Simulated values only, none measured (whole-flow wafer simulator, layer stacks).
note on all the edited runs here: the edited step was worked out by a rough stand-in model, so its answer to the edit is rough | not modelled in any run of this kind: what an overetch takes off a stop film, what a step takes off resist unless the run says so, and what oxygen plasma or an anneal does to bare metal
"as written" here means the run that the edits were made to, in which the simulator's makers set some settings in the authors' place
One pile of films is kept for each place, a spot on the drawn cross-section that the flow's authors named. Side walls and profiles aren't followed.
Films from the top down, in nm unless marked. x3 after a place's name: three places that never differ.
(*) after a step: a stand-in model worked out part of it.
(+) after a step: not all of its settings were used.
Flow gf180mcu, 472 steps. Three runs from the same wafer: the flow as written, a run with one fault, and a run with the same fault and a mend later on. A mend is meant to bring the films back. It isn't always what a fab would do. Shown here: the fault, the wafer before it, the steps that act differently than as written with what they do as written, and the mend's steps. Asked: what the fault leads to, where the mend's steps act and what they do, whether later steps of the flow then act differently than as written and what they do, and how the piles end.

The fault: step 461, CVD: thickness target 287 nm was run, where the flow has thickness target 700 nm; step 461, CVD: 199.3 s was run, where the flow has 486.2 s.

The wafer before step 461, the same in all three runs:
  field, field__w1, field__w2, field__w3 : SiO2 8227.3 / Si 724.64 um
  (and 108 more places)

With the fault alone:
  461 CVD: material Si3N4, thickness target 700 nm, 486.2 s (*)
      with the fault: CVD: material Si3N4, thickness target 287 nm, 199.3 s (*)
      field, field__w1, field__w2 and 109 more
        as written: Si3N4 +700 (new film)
        with the fault: Si3N4 +287.1 (new film)
  Later steps of the flow that act differently than as written (4 more steps differ only slightly, by at most 2% or 0.5 nm, whichever is larger, and aren't shown):
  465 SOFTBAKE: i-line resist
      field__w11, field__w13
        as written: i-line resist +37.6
        with the fault: i-line resist +35.4
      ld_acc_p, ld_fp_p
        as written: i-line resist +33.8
        with the fault: i-line resist +31.5
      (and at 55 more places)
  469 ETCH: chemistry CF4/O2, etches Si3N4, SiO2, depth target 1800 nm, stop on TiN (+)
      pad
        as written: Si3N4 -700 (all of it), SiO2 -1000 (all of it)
        with the fault: Si3N4 -287.1 (all of it), SiO2 -1000 (all of it)
  At the end the piles differ from the flow's by more than 2% or 0.5 nm, whichever is larger, at field, field__w1, field__w2 and 108 more.
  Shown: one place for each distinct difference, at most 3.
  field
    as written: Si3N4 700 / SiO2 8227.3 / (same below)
    with the fault: Si3N4 287.1 / SiO2 8227.3 / (same below)
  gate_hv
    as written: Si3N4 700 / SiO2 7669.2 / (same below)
    with the fault: Si3N4 287.1 / SiO2 7669.2 / (same below)
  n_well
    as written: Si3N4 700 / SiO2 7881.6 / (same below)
    with the fault: Si3N4 287.1 / SiO2 7881.6 / (same below)

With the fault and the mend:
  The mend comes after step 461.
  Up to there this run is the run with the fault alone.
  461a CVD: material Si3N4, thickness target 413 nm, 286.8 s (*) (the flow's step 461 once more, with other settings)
      field, field__w1, field__w2 and 109 more
        Si3N4 +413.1
  No later step of the flow acts differently than as written, at any place that is followed, by more than 2% or 0.5 nm, whichever is larger.
  At the end the piles differ from the flow's only slightly at the places that both follow, by at most 2% or 0.5 nm, whichever is larger.
